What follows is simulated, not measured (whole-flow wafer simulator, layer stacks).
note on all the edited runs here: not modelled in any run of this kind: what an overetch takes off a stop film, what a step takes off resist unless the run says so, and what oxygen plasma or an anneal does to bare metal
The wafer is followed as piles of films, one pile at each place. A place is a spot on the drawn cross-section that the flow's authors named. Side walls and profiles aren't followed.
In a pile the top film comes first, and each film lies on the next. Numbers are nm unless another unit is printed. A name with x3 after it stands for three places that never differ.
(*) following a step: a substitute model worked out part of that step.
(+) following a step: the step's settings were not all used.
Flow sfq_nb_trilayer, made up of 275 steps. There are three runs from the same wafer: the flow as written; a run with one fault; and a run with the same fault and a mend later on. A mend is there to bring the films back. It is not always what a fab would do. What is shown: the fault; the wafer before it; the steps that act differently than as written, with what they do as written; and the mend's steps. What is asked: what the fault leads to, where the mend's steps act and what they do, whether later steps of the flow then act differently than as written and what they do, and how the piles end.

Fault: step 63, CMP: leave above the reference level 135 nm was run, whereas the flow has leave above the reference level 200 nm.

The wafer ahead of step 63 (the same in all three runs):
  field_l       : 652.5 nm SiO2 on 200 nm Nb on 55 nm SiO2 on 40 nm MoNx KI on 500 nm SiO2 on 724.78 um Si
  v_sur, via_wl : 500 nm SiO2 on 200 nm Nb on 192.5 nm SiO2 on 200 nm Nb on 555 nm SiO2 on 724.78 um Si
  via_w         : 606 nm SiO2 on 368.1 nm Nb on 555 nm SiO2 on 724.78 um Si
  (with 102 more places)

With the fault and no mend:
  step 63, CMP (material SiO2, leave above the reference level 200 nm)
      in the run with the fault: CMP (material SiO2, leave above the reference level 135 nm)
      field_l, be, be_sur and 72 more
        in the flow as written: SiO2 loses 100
        in the run with the fault: SiO2 loses 165
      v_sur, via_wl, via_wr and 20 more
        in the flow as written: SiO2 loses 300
        in the run with the fault: SiO2 loses 365
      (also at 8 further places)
  Steps further on in the flow that do not act as written (not shown: 4 more steps that differ only slightly, by at most 2% or 0.5 nm, whichever is larger):
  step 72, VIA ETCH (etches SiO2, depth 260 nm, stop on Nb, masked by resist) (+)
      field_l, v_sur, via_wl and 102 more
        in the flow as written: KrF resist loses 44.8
        in the run with the fault: KrF resist loses 34.9
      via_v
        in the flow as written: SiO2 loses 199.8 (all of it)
        in the run with the fault: SiO2 loses 134.8 (all of it)
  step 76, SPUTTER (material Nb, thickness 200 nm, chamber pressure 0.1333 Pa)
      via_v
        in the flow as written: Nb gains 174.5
        in the run with the fault: Nb gains 187.7
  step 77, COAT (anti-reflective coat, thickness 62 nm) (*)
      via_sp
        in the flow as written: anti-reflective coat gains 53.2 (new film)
        in the run with the fault: anti-reflective coat gains 54.5 (new film)
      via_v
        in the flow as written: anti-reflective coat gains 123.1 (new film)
        in the run with the fault: anti-reflective coat gains 108.4 (new film)
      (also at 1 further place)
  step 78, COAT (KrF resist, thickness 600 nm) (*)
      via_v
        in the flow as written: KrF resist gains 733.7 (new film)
        in the run with the fault: KrF resist gains 680.7 (new film)
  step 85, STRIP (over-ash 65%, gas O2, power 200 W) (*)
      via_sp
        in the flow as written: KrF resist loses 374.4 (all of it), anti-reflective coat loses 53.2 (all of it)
        in the run with the fault: KrF resist loses 378.7 (all of it), anti-reflective coat loses 54.5 (all of it)
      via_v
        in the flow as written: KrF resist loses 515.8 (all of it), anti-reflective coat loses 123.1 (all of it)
        in the run with the fault: KrF resist loses 462.9 (all of it), anti-reflective coat loses 108.4 (all of it)
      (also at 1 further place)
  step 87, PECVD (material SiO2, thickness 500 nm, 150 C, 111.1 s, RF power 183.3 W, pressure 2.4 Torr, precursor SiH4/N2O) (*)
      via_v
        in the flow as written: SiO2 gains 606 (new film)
        in the run with the fault: SiO2 gains 503.4 (new film)
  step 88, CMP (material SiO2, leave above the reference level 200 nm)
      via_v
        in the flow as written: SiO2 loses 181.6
        in the run with the fault: SiO2 loses 157.1
  By the end, the piles at field_l, v_sur, via_wl and 102 more depart from the flow's by more than 2% or 0.5 nm, whichever is larger.
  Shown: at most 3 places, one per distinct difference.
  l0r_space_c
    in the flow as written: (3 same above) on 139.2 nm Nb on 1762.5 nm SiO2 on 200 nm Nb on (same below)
    in the run with the fault: (3 same above) on 139.2 nm Nb on 1697.5 nm SiO2 on 200 nm Nb on (same below)
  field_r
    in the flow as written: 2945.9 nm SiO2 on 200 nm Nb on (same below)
    in the run with the fault: 2880.9 nm SiO2 on 200 nm Nb on (same below)
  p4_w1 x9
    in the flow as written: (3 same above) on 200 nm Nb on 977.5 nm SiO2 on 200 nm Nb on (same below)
    in the run with the fault: (3 same above) on 200 nm Nb on 912.5 nm SiO2 on 200 nm Nb on (same below)

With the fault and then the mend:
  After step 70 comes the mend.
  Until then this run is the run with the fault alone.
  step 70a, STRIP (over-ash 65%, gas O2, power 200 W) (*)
      field_l, v_sur, via_wl and 102 more
        KrF resist loses 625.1 (all of it), anti-reflective coat loses 62 (all of it)
      via_v
        anti-reflective coat loses 62 (all of it)
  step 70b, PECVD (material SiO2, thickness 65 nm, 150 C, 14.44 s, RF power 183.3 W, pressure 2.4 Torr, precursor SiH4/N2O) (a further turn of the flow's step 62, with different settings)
      field_l, v_sur, via_wl and 103 more
        SiO2 gains 65
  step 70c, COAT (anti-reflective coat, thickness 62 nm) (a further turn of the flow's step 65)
      field_l, v_sur, via_wl and 103 more
        anti-reflective coat gains 62 (new film)
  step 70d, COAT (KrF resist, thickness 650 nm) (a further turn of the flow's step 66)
      field_l, v_sur, via_wl and 103 more
        KrF resist gains 650 (new film)
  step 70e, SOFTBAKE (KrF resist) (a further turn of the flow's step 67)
      does not change any film at any place that is followed
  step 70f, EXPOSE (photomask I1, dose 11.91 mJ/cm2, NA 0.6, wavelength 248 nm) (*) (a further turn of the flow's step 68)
      does not change any film at any place that is followed
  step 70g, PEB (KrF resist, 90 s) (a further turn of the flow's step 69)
      field_l, v_sur, via_wl and 103 more
        KrF resist loses 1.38
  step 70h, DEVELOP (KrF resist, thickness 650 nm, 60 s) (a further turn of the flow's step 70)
      field_l, v_sur, via_wl and 102 more
        KrF resist loses 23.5
      via_v
        KrF resist loses 648.6 (all of it)
  Every later step of the flow that is run acts as written, at every place that is followed, to within 2% or 0.5 nm, whichever is larger.
  The piles end only slightly different from the flow's at the places that both follow, by no more than 2% or 0.5 nm, whichever is larger.
